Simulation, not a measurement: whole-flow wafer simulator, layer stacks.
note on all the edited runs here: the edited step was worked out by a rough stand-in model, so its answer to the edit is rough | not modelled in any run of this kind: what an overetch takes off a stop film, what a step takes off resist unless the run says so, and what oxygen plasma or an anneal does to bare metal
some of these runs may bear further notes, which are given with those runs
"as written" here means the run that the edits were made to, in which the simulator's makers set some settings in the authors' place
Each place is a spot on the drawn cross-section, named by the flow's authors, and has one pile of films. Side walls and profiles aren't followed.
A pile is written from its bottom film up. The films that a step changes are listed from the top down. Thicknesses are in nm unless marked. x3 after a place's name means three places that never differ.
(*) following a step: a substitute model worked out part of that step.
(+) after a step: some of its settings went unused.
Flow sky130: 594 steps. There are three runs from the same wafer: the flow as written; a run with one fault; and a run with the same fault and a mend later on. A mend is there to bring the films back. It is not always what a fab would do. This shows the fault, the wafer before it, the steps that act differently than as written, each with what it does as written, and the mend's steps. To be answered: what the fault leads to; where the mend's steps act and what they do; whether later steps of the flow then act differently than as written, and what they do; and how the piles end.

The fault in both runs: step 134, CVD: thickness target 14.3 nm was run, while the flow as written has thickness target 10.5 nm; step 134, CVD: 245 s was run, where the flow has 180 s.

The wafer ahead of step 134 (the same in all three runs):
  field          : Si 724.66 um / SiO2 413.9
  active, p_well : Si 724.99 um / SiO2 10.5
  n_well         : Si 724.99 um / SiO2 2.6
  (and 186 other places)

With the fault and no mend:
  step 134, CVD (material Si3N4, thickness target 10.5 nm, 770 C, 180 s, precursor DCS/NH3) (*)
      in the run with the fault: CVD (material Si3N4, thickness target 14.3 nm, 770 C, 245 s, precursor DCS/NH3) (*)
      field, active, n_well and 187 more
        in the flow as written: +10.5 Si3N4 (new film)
        in the run with the fault: +14.3 Si3N4 (new film)
  Steps later in the flow that act otherwise than as written (64 other steps are not shown; they differ only slightly, by no more than 2% or 0.5 nm, whichever is larger):
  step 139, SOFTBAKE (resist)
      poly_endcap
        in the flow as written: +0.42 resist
        in the run with the fault: -0.85 resist
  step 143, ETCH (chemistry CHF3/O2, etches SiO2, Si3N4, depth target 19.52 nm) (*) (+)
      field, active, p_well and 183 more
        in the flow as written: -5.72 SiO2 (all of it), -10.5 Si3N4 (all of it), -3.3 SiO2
        in the run with the fault: -5.72 SiO2 (all of it), -13.8 Si3N4
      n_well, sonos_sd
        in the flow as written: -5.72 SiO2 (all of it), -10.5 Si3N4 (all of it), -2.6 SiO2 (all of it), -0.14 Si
        in the run with the fault: -5.72 SiO2 (all of it), -13.8 Si3N4
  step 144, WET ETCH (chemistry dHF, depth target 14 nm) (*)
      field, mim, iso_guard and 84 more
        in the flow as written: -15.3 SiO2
        in the run with the fault: -0.5 Si3N4 (all of it), -10.7 SiO2
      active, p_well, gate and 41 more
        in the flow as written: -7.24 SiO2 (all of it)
        in the run with the fault: -0.5 Si3N4 (all of it), -9.8 SiO2
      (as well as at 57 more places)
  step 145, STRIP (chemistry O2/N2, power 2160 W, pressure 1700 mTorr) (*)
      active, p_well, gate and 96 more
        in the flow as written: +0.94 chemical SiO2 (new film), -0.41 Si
        in the run with the fault: nothing
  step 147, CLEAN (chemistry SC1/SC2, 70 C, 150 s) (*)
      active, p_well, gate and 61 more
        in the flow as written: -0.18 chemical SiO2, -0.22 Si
        in the run with the fault: -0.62 SiO2 (all of it)
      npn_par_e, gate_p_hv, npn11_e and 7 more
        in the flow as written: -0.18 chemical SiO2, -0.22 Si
        in the run with the fault: -0.61 SiO2 (all of it)
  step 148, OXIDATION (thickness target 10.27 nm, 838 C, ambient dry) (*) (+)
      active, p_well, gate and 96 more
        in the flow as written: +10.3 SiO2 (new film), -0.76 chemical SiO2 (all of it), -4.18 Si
        in the run with the fault: +10.3 SiO2 (new film), -4.52 Si
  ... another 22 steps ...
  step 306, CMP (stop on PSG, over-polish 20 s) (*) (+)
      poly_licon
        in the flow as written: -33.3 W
        in the run with the fault: -40.9 W
  The piles end different from the flow's at field, mim, sonos_cell and 73 more by more than 2% or 0.5 nm, whichever is larger.
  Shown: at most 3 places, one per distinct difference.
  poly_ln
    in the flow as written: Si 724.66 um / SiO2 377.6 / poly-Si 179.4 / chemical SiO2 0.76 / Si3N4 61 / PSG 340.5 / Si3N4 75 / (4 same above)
    in the run with the fault: Si 724.66 um / SiO2 385.5 / poly-Si 179.4 / chemical SiO2 0.76 / Si3N4 61 / PSG 332.9 / Si3N4 75 / (4 same above)
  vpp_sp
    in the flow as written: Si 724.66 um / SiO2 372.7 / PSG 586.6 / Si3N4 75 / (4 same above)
    in the run with the fault: Si 724.66 um / SiO2 380.5 / PSG 579 / Si3N4 75 / (4 same above)
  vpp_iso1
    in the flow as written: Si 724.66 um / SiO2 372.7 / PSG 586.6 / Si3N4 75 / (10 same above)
    in the run with the fault: Si 724.66 um / SiO2 380.5 / PSG 579 / Si3N4 75 / (10 same above)

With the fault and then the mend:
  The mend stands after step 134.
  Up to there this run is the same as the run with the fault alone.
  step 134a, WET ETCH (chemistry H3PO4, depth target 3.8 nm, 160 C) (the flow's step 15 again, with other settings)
      field, active, n_well and 187 more
        -3.8 Si3N4
  Later steps of the flow that are run all act as written at every place that is followed, up to a difference of at most 2% or 0.5 nm, whichever is larger.
  At the end the piles are close to the flow's at the places that both follow, differing by at most 2% or 0.5 nm, whichever is larger.
